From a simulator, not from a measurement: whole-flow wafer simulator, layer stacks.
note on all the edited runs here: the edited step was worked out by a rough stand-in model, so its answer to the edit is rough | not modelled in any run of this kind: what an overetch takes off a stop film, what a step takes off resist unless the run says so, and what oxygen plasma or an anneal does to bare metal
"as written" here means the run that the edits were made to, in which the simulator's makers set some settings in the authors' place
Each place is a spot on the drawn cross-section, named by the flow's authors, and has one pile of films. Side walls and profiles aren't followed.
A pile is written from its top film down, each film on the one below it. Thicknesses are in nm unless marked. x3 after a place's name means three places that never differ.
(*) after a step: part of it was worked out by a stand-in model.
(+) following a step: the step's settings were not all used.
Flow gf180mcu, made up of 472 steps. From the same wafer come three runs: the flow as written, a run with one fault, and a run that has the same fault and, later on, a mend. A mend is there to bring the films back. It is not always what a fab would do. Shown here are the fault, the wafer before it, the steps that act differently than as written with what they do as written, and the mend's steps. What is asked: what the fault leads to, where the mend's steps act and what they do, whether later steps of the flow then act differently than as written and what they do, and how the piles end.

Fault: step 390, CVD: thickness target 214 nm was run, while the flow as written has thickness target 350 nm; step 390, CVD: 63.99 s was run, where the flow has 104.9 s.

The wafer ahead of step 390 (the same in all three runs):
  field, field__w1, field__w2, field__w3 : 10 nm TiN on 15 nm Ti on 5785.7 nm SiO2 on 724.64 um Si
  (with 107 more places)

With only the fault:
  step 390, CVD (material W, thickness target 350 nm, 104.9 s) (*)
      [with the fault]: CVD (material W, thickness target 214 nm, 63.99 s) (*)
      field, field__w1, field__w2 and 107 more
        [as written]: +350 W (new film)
        [with the fault]: +214.7 W (new film)
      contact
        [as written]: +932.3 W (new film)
        [with the fault]: +797 W (new film)
  Steps later in the flow that act otherwise than as written:
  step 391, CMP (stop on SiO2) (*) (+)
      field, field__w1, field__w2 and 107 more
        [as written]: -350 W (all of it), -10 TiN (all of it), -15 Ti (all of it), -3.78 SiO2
        [with the fault]: -214.7 W (all of it), -10 TiN (all of it), -15 Ti (all of it), -2.42 SiO2
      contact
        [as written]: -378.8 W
        [with the fault]: -242.1 W
  The piles end only slightly different from the flow's at the places that both follow, by no more than 2% or 0.5 nm, whichever is larger.

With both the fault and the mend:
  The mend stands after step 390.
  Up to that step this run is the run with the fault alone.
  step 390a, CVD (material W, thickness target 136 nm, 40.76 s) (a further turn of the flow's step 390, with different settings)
      field, field__w1, field__w2 and 108 more
        +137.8 W
  Later steps of the flow that are run all act as written at every place that is followed, up to a difference of at most 2% or 0.5 nm, whichever is larger.
  The piles end only slightly different from the flow's at the places that both follow, by no more than 2% or 0.5 nm, whichever is larger.
